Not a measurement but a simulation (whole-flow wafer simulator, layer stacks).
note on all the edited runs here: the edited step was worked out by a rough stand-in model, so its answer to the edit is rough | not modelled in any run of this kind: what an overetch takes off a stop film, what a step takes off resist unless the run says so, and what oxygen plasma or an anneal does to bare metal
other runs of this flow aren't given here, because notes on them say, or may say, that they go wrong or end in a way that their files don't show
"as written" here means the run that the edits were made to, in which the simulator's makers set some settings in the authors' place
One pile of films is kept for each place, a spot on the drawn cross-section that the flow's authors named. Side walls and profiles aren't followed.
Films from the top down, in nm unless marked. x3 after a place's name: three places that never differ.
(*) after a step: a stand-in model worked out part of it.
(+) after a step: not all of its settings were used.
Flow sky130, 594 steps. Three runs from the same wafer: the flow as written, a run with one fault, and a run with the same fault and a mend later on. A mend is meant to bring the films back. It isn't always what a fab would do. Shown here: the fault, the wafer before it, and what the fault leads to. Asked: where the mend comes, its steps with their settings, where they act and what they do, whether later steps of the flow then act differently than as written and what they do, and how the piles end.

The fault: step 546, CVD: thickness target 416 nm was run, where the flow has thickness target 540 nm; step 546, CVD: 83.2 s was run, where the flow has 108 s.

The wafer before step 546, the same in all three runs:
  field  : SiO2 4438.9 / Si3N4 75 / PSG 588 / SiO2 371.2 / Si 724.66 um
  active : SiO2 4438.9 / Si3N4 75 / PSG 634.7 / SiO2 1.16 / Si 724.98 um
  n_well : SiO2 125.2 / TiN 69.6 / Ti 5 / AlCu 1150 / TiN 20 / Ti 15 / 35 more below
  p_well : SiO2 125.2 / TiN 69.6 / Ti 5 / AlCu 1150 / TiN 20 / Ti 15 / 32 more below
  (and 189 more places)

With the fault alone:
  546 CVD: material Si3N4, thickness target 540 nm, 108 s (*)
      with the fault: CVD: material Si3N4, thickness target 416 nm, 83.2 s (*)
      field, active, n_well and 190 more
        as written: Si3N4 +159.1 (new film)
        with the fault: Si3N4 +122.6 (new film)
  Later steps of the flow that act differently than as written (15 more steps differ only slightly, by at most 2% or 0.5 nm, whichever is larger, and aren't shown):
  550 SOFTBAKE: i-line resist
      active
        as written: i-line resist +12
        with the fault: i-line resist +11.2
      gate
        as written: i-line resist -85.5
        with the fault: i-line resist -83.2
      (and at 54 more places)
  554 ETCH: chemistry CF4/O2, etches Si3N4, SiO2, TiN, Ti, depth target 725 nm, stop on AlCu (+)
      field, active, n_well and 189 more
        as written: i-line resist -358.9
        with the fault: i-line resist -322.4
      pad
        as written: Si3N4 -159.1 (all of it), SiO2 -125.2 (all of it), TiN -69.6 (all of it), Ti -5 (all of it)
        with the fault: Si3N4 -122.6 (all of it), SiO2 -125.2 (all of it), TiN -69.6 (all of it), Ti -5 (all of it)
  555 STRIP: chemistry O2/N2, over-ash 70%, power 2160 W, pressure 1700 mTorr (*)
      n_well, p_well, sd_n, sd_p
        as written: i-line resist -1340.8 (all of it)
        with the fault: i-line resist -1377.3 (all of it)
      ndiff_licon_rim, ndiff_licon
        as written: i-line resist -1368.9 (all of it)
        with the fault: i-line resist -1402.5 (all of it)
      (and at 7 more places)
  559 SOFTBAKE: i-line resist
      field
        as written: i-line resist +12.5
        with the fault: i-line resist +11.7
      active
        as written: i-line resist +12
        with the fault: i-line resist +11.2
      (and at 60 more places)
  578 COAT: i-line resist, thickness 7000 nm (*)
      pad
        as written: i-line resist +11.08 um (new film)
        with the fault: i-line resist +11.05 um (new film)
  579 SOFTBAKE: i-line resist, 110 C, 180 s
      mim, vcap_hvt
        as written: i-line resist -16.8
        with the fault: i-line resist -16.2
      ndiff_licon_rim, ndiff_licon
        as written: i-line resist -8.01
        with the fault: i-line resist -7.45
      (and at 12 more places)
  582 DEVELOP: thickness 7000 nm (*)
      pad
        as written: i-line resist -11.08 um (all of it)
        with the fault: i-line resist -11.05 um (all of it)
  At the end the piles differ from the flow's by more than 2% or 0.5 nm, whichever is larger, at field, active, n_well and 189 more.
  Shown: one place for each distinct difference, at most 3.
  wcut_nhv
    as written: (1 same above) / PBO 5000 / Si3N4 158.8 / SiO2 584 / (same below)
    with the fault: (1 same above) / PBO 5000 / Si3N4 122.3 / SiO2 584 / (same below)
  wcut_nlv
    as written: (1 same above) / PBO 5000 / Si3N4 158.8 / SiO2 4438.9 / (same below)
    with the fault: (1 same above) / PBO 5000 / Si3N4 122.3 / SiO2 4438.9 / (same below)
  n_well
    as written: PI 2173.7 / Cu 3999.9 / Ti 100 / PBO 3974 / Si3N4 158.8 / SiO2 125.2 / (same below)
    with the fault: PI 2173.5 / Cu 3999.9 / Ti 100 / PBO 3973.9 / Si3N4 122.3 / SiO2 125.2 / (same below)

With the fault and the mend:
  The mend comes after step 553.
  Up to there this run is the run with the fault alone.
  553a STRIP: chemistry O2/N2, over-ash 70%, power 2160 W, pressure 1700 mTorr (*)
      gate_hv, dice_street, iso_guard and 83 more
        i-line resist -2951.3 (all of it)
      n_well, p_well, sd_n, sd_p
        i-line resist -1699.7 (all of it)
      mim_edge_plate_strap, mim_edge_plate, mim_edge_gap, mim_edge_gap_sheet
        i-line resist -2961.8 (all of it)
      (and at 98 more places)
  553b CVD: material Si3N4, thickness target 124 nm, 24.8 s (*) (the flow's step 546 once more, with other settings)
      field, active, n_well and 190 more
        Si3N4 +36.6
  553c HMDS: 120 C, 60 s (the flow's step 548 once more)
      changes no film at any place that is followed
  553d COAT: i-line resist, thickness 3000 nm (*) (the flow's step 549 once more)
      gate_hv, dice_street, iso_guard and 83 more
        i-line resist +3000 (new film)
      n_well, p_well, sd_n, sd_p, pad
        i-line resist +1726 (new film)
      active, active_p_lvt, field_nw, iso_guard_nw
        i-line resist +3005.4 (new film)
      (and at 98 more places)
  553e SOFTBAKE: i-line resist (the flow's step 550 once more)
      drift_dnw, rpo_hd_licon
        i-line resist -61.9
      gate_p_lvt, iso_guard_hv_nw
        i-line resist +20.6
      field
        i-line resist -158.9
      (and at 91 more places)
  553f EXPOSE: photomask NSM (the flow's step 551 once more)
      changes no film at any place that is followed
  553g PEB: i-line resist, 115 C, 93.9 s (the flow's step 552 once more)
      gate_hv, dice_street, iso_guard and 92 more
        i-line resist -48.7
      gate, spacer, sonos_cell and 15 more
        i-line resist -49.2
      vpp_tail, sti_nw, ndiff_ln and 8 more
        i-line resist -48.8
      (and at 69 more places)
  553h DEVELOP: thickness 3000 nm (*) (the flow's step 553 once more)
      pwell_dnw, vpp_tail, vpp_guard and 18 more
        i-line resist -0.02
      pad
        i-line resist -1699.7 (all of it)
  No later step of the flow acts differently than as written, at any place that is followed, by more than 2% or 0.5 nm, whichever is larger.
  At the end the piles differ from the flow's only slightly at the places that both follow, by at most 2% or 0.5 nm, whichever is larger.
